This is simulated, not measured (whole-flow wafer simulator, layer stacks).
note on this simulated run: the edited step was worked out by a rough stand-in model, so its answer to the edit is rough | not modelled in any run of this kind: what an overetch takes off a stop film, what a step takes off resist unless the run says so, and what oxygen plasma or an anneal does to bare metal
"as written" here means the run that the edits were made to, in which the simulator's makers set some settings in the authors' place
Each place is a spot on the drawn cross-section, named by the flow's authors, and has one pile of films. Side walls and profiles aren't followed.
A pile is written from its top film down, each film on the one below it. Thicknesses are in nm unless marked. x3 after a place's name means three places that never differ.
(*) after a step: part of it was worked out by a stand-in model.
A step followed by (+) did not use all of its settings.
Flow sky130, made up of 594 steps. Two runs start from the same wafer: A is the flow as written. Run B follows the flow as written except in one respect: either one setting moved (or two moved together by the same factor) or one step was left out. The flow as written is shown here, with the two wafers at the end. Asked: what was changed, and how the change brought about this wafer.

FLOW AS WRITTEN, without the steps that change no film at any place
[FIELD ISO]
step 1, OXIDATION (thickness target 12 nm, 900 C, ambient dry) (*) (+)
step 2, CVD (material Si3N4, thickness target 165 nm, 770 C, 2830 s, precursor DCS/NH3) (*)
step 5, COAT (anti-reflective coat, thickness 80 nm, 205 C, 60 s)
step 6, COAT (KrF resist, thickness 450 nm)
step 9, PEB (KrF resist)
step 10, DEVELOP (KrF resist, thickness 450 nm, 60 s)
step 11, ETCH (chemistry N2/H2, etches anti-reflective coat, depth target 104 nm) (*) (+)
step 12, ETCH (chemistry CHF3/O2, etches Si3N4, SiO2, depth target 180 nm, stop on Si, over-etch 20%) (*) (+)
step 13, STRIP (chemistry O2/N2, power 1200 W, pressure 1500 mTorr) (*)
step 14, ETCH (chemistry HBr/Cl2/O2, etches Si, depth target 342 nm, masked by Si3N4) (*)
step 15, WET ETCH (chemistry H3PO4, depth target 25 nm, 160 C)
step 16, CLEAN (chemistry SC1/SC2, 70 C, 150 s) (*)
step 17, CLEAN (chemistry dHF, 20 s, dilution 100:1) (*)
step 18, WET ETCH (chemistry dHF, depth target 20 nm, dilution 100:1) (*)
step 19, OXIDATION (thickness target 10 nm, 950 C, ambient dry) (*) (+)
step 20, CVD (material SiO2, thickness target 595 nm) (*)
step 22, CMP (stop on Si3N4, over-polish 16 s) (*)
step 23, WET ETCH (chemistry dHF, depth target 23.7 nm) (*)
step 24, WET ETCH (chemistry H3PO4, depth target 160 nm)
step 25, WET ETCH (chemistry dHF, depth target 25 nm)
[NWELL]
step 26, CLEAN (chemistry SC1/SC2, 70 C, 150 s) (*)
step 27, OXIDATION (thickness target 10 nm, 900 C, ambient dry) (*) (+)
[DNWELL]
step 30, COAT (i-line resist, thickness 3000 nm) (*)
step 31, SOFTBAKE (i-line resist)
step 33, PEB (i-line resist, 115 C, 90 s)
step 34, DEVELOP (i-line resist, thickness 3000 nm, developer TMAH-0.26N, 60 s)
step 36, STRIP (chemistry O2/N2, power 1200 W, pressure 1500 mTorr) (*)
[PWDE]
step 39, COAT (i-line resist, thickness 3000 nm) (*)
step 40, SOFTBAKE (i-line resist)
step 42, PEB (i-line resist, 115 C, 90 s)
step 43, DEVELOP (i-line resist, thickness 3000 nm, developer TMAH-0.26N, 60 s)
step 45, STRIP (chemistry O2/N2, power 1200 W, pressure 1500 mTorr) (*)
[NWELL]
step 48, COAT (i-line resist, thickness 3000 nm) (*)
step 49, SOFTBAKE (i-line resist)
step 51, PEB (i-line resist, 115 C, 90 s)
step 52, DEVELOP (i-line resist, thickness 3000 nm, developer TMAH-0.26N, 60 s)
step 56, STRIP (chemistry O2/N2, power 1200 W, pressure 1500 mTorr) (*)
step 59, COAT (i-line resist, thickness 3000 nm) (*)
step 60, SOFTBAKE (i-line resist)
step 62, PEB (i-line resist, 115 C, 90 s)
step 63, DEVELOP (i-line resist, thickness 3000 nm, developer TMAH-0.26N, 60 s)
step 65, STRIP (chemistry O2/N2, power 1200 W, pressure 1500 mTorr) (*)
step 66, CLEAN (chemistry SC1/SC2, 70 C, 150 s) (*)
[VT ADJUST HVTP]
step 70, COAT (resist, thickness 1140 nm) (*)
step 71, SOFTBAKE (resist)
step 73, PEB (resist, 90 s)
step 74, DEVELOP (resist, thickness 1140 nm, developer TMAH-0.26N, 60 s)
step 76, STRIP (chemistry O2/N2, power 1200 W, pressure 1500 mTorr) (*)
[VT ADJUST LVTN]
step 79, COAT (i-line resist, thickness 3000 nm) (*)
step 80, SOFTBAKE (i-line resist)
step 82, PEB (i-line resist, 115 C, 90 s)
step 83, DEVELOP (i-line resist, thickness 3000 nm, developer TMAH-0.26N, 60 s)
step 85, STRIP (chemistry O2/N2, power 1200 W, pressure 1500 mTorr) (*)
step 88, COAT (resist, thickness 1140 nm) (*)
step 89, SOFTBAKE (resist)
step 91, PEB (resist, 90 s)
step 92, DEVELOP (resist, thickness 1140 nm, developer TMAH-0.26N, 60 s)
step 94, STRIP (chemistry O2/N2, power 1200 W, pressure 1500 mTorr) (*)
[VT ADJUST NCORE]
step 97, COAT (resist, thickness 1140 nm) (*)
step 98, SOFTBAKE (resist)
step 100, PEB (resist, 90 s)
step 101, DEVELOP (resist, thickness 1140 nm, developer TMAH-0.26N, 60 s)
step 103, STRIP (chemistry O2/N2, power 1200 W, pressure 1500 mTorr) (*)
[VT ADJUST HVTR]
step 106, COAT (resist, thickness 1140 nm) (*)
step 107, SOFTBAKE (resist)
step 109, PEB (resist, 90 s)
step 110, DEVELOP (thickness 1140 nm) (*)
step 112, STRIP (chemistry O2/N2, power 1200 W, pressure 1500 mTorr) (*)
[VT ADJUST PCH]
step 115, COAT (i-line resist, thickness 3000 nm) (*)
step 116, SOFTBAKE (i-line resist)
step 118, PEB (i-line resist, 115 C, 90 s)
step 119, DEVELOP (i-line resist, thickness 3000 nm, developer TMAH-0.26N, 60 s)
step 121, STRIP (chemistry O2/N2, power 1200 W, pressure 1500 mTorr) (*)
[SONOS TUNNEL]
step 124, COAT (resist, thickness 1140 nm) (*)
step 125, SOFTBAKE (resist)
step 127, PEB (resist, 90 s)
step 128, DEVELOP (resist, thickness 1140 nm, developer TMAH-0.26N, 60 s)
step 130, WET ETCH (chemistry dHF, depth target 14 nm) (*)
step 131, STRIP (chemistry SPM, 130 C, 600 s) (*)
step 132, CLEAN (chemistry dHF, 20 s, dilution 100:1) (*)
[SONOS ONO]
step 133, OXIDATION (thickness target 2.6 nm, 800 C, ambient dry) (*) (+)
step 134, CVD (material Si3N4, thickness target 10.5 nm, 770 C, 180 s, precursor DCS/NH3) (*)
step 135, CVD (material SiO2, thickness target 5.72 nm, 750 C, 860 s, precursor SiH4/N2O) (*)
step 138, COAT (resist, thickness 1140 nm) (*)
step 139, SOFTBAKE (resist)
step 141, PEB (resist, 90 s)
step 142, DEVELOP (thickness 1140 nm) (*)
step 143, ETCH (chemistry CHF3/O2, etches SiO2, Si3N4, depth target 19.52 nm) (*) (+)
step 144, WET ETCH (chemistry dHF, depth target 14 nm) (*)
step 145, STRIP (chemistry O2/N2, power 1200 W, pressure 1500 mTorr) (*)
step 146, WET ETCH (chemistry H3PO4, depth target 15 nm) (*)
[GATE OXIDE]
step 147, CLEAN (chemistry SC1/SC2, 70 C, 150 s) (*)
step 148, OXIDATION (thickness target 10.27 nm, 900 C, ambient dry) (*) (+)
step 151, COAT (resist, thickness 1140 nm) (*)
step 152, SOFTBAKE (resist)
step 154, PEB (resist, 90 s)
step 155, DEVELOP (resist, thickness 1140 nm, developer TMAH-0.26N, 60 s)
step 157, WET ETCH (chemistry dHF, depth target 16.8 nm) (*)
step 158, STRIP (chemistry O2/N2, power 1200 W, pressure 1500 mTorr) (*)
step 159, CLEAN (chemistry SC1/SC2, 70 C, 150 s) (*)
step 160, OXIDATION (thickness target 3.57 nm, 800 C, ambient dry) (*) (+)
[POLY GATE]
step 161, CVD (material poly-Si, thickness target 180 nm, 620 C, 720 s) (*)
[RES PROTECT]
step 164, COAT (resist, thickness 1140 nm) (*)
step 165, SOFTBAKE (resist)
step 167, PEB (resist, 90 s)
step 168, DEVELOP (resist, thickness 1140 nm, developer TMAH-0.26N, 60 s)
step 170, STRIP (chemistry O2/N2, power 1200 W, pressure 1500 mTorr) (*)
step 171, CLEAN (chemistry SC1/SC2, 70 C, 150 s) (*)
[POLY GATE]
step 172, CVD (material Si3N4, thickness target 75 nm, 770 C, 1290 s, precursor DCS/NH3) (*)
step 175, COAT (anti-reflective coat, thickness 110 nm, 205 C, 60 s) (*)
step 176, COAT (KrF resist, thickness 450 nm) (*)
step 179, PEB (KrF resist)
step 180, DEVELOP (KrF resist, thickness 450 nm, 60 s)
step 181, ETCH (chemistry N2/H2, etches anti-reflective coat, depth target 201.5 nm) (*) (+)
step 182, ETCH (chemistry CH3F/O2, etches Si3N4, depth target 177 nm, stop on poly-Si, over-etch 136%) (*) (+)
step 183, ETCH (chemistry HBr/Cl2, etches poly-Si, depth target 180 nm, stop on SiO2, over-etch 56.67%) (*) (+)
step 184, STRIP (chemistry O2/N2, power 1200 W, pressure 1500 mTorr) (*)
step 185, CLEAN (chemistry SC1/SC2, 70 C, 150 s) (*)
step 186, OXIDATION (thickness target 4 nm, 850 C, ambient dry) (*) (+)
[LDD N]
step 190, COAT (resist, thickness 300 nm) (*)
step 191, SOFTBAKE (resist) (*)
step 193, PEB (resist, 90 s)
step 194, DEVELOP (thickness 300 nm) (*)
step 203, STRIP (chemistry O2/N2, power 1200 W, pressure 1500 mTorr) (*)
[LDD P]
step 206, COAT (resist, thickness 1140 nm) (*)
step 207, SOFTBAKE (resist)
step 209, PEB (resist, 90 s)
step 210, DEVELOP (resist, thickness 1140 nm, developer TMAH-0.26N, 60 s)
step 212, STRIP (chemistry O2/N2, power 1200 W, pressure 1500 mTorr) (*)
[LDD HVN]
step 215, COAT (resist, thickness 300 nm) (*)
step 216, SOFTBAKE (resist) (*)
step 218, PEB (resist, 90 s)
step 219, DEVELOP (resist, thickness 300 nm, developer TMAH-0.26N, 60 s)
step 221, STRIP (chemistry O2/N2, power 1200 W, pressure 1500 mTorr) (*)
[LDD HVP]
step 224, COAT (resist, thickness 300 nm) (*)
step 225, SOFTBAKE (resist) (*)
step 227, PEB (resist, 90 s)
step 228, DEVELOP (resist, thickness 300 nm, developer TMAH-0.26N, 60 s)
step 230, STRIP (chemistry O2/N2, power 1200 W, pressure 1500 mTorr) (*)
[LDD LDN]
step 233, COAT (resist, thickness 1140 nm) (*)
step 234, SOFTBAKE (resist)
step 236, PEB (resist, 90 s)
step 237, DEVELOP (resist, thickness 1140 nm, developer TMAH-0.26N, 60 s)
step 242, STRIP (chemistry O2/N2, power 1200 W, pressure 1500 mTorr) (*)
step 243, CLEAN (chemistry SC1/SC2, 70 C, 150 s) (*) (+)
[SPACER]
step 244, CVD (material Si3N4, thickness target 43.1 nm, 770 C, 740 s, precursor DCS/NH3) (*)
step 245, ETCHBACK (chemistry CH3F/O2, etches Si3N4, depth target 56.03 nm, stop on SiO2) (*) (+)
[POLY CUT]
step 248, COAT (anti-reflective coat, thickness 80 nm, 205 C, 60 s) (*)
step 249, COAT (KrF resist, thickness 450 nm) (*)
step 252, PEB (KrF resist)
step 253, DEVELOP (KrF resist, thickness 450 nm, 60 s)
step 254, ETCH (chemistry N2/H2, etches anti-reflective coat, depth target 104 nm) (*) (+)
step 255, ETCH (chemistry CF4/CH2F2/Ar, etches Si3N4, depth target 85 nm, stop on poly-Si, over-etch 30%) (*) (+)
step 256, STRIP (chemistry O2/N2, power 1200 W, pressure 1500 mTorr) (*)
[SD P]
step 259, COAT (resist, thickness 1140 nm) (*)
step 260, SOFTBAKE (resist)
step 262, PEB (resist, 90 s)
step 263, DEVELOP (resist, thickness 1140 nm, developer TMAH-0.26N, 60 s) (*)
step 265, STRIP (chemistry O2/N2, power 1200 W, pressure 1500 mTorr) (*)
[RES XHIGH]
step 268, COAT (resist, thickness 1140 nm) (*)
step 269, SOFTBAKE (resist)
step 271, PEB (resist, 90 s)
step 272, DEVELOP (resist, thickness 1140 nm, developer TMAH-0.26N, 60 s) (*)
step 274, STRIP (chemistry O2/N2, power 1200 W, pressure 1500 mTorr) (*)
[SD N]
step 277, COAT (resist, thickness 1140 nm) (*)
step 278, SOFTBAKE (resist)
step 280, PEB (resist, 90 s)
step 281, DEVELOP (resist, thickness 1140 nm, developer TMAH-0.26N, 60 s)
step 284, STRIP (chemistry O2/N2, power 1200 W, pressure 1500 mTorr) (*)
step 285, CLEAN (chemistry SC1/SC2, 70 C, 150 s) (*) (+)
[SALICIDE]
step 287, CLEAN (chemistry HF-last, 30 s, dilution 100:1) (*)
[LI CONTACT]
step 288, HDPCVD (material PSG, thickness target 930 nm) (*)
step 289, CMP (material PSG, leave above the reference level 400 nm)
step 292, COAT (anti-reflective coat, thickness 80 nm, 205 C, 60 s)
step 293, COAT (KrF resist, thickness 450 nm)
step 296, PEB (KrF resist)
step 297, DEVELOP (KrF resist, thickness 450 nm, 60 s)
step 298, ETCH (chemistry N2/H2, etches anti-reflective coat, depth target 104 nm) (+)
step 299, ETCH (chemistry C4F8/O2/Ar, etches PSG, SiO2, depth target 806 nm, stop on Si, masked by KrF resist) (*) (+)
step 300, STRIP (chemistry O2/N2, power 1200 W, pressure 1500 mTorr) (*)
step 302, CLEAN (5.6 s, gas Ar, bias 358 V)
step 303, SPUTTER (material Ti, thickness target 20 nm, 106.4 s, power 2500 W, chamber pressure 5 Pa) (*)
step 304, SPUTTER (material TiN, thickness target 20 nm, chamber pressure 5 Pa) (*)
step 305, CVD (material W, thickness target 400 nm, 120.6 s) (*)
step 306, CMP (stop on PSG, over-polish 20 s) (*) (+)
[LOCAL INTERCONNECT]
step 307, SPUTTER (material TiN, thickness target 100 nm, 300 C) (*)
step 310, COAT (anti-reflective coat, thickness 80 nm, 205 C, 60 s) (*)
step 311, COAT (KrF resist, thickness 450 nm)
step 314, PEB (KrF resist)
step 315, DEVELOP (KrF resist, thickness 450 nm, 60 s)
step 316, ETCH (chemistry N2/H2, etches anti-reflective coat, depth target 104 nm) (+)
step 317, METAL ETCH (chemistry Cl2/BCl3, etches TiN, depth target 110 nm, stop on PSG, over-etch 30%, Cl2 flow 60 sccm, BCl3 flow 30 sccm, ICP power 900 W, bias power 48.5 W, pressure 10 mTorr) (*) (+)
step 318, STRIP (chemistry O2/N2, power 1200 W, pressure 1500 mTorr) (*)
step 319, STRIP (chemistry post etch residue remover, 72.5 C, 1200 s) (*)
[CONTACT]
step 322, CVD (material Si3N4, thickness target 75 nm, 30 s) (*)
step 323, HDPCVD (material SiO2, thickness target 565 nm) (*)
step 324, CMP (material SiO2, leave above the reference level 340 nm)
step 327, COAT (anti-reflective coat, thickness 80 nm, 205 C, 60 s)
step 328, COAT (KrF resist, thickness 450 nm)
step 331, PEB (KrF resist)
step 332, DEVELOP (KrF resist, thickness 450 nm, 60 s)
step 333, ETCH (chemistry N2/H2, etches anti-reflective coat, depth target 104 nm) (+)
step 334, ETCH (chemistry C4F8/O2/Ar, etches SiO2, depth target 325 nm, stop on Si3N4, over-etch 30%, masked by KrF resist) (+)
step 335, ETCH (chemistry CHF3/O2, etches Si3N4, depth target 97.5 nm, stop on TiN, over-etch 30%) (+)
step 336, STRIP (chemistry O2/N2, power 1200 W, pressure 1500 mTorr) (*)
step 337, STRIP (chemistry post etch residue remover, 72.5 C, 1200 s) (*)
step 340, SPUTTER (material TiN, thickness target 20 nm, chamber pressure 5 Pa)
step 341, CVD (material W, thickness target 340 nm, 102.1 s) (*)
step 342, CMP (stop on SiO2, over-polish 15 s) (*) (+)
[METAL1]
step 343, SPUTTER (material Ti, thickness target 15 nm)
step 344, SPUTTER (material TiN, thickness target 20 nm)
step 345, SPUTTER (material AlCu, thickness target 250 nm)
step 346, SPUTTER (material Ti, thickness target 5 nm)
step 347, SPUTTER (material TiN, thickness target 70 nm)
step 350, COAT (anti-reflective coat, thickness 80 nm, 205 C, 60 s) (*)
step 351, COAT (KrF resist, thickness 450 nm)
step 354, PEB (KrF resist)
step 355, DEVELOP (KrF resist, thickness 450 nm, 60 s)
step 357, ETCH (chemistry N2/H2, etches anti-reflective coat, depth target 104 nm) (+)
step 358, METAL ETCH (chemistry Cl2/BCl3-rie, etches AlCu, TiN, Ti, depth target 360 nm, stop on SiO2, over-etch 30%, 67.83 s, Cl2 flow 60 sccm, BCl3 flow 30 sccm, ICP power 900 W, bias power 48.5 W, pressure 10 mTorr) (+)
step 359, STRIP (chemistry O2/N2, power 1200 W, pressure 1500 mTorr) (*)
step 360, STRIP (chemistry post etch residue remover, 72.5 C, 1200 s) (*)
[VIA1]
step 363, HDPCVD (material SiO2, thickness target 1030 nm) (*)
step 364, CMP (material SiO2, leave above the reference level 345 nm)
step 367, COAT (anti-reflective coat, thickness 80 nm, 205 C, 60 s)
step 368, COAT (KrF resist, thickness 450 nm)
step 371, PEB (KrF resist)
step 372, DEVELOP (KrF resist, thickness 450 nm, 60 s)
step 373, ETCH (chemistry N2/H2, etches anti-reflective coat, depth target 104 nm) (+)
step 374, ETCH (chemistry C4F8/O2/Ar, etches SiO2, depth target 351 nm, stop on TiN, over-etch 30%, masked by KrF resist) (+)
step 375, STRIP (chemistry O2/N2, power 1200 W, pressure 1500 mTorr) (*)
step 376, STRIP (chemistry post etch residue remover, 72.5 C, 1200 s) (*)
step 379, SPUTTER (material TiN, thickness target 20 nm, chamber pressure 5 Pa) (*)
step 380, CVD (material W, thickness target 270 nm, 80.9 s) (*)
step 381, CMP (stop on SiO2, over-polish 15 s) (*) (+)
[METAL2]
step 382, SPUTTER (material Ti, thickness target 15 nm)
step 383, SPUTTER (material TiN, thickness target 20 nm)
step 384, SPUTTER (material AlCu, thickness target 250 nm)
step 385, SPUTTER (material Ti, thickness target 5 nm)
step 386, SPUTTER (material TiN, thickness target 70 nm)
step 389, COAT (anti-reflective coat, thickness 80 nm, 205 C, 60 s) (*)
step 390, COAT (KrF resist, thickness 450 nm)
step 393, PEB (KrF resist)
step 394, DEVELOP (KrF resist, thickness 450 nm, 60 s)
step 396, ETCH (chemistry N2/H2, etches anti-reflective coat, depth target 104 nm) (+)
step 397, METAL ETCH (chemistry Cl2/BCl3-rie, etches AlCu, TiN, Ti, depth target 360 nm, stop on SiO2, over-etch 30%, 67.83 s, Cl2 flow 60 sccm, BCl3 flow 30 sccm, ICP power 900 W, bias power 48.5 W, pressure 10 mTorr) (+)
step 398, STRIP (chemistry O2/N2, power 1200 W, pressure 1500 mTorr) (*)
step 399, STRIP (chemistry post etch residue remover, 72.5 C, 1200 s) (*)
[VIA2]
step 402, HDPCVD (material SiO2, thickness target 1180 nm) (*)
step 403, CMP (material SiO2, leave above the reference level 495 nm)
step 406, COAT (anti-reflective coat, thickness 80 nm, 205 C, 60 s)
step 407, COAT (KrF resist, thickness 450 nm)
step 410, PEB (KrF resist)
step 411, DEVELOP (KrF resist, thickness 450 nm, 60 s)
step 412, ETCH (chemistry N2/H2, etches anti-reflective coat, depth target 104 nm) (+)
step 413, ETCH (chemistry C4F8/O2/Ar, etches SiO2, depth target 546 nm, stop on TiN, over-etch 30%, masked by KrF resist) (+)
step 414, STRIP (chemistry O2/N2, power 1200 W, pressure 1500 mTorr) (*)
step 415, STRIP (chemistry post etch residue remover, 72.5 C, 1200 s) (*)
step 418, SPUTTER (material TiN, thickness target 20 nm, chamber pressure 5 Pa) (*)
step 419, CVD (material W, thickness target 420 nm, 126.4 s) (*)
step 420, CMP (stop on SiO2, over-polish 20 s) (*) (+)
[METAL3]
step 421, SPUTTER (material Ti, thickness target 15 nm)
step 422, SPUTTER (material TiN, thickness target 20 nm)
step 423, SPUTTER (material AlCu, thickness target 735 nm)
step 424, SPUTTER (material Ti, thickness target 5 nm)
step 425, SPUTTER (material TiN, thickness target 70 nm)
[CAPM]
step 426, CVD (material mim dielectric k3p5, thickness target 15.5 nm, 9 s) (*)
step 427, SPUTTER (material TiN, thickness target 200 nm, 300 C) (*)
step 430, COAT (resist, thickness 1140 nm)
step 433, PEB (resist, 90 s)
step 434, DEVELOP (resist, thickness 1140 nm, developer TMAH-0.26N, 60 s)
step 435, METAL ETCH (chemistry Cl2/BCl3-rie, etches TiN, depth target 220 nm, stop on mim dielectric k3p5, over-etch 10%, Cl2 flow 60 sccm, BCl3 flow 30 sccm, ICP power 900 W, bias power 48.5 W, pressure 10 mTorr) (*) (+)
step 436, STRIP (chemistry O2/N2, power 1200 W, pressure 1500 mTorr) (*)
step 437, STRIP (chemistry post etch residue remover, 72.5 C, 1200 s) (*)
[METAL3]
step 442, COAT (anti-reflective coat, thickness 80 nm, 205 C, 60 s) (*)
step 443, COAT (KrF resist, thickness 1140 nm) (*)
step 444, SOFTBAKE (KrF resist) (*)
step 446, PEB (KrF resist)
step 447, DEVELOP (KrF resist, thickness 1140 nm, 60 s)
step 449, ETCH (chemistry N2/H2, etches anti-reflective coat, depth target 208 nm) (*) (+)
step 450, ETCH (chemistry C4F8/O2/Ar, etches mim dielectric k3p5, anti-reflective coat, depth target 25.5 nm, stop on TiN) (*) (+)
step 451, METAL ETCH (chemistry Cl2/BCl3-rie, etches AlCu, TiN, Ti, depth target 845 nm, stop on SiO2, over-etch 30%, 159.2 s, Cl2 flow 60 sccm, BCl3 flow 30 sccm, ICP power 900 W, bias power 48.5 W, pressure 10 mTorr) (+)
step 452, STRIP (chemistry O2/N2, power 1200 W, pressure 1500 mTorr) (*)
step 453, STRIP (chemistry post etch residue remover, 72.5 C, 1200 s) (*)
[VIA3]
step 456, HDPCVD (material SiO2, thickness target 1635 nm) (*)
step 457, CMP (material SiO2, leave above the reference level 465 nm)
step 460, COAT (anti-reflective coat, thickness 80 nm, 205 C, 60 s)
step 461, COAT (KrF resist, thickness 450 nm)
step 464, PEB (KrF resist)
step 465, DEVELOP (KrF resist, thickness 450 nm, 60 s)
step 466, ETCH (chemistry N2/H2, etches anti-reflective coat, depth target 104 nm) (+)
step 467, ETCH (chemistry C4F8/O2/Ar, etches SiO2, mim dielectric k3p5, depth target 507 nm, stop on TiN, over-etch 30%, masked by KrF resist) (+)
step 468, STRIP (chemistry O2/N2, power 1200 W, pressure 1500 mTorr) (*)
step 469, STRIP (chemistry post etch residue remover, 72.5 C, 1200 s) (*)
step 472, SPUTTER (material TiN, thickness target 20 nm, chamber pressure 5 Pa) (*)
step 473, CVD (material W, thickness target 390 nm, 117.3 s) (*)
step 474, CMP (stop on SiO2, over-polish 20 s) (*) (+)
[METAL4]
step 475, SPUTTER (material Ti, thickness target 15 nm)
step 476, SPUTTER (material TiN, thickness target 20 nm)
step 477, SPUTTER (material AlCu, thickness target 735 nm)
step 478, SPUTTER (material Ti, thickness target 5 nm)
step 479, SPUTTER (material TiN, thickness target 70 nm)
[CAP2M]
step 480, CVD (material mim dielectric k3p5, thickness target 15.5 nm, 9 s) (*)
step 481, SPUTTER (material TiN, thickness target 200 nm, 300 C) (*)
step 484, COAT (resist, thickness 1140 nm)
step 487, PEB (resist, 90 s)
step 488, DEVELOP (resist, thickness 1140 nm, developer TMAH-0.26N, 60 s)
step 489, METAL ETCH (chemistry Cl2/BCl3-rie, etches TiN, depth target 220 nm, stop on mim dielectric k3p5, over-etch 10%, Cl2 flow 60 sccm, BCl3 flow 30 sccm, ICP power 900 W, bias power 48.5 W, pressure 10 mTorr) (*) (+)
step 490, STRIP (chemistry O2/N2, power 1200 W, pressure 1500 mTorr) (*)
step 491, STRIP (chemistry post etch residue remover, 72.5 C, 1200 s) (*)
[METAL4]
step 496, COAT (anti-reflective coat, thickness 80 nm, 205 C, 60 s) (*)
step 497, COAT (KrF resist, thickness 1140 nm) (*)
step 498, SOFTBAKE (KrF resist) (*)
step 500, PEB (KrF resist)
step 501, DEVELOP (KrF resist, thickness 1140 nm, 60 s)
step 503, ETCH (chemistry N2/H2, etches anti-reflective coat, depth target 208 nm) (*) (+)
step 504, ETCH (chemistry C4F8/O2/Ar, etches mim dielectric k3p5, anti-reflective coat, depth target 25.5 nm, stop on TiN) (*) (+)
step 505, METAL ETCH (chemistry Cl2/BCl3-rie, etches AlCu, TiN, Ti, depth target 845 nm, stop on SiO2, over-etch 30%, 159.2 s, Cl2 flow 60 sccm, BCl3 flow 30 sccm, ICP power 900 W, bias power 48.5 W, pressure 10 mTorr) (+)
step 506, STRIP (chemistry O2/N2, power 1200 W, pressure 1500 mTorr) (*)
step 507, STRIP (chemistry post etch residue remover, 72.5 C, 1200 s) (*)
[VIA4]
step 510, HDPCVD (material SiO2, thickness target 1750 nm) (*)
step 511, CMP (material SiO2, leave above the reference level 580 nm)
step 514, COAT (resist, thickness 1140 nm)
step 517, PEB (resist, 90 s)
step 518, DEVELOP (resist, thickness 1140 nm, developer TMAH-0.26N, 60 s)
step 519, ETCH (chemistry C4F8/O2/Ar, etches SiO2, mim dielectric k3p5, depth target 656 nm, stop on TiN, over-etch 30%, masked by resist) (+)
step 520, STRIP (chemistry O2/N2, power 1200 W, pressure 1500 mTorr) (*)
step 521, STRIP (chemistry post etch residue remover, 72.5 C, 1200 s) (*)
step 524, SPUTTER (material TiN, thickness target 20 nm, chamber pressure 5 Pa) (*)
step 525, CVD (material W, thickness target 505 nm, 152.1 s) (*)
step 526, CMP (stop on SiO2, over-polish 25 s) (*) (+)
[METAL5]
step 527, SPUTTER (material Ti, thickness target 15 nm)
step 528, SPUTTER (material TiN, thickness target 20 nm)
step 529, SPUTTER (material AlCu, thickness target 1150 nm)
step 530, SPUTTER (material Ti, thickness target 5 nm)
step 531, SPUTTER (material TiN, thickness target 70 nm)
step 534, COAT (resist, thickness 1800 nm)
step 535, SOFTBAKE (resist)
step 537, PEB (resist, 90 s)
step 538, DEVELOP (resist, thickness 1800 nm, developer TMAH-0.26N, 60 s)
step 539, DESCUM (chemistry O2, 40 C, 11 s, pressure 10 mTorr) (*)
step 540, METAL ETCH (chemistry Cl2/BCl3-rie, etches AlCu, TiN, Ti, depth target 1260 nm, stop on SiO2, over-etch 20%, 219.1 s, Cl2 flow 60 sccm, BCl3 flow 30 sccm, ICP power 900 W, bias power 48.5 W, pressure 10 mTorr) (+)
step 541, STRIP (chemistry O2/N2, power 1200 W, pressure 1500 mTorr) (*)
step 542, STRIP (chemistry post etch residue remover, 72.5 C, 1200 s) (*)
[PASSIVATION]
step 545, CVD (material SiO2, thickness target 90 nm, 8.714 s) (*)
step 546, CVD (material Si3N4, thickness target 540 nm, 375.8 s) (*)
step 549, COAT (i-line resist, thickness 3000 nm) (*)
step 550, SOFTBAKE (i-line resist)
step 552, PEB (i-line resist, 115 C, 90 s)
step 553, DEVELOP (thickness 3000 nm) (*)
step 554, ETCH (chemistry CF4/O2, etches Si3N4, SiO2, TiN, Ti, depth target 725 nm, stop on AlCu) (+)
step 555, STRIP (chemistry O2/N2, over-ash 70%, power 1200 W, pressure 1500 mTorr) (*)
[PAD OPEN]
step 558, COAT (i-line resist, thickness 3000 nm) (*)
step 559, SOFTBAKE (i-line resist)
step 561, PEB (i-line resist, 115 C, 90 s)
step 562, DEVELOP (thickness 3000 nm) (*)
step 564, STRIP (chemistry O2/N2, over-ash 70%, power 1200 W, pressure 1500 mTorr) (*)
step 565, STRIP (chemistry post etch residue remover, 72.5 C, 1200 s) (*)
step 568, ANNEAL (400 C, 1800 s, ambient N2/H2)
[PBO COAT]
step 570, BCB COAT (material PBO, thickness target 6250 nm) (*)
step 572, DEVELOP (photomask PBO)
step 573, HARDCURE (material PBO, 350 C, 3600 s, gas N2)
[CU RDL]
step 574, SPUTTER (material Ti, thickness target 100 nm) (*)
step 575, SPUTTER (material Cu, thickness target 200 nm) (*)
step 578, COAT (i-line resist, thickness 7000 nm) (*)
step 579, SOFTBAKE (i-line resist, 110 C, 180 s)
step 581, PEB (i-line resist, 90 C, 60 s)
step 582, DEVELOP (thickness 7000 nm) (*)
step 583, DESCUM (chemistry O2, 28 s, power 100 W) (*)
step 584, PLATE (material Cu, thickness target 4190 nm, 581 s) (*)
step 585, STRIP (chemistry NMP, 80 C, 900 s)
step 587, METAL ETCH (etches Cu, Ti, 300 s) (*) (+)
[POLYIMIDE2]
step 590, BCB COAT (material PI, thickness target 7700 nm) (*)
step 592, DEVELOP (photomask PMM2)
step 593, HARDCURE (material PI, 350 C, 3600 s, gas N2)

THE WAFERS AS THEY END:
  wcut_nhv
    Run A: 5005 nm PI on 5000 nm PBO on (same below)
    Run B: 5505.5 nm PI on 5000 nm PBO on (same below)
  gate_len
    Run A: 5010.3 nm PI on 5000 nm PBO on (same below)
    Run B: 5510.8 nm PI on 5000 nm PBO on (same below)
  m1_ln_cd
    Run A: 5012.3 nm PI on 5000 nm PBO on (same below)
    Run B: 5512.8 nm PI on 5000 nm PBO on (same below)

What caused this: step 590, BCB COAT: thickness target 8470 nm was run, while the flow as written has thickness target 7700 nm.

The path from the change to this, step by step:
  step 590, BCB COAT (material PI, thickness target 7700 nm) (*)
      dice_street, wcut_nhv, wcut_phv and 14 more: A +7700 PI (new film) | B +8470 PI (new film)
      n_well, p_well, sd_n, sd_p: A +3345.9 PI (new film) | B +4115.8 PI (new film)
      (as well as at 172 more places)
  step 592, DEVELOP (photomask PMM2)
      pad: A -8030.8 PI (all of it) | B -8800.8 PI (all of it)
  step 593, HARDCURE (material PI, 350 C, 3600 s, gas N2)
      dice_street, wcut_nhv, wcut_phv and 16 more: A -2695 PI | B -2964.5 PI
      gate_p_lg05, gate_p_lg10, gate_len, gate_lvt_sd_len, gate_p_sd_len, gate_p_hvt_sd_len, gate_p_lvt_sd_len, gate_len_250: A -2695.1 PI | B -2964.6 PI
      (as well as at 165 more places)
